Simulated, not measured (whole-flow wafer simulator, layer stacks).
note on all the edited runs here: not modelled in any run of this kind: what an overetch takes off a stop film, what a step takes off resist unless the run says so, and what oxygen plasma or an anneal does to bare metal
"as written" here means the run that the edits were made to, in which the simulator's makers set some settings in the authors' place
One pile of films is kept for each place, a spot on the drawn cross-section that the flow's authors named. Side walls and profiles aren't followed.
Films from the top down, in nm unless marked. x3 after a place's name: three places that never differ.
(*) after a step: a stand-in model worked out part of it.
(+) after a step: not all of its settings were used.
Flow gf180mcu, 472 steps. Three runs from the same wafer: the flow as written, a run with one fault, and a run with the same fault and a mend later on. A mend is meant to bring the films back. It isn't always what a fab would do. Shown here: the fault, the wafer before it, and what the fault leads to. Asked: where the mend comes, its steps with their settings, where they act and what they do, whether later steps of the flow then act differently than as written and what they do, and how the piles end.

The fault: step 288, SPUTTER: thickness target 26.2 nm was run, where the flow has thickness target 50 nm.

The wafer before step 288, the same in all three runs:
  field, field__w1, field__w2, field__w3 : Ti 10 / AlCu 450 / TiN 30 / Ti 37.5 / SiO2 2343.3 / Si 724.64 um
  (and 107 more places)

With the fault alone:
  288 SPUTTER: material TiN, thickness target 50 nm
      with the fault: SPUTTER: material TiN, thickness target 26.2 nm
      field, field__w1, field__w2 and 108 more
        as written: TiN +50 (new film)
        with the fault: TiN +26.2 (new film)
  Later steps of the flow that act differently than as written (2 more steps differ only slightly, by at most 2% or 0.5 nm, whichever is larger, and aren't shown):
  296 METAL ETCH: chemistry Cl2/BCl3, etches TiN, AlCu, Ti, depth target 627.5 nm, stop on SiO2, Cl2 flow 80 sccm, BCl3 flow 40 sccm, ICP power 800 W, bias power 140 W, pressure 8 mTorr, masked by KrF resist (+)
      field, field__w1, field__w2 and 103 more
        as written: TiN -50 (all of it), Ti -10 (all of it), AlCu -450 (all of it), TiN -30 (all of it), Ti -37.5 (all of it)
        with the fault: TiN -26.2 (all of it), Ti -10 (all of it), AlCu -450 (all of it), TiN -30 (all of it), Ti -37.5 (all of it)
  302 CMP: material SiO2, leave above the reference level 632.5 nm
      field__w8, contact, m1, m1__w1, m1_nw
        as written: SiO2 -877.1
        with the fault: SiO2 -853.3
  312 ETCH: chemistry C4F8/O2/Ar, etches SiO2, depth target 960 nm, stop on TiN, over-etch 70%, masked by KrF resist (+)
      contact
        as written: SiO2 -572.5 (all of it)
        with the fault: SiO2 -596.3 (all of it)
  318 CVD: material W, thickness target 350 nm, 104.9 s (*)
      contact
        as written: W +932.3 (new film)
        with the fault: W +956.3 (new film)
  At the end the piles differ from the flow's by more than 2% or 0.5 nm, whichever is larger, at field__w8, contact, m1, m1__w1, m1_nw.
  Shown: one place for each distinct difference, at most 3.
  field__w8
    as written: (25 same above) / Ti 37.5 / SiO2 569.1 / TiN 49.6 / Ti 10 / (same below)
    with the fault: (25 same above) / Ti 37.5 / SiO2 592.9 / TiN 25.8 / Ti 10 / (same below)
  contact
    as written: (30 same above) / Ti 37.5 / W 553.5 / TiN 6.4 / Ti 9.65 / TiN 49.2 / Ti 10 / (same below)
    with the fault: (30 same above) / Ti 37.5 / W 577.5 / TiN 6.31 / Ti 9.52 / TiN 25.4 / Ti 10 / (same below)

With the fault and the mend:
  The mend comes after step 288.
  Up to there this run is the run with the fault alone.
  288a SPUTTER: material TiN, thickness target 23.8 nm (the flow's step 288 once more, with other settings)
      field, field__w1, field__w2 and 108 more
        TiN +23.8
  No later step of the flow acts differently than as written at any place that is followed.
  At the end the piles are the same as the flow's at every place that both follow.
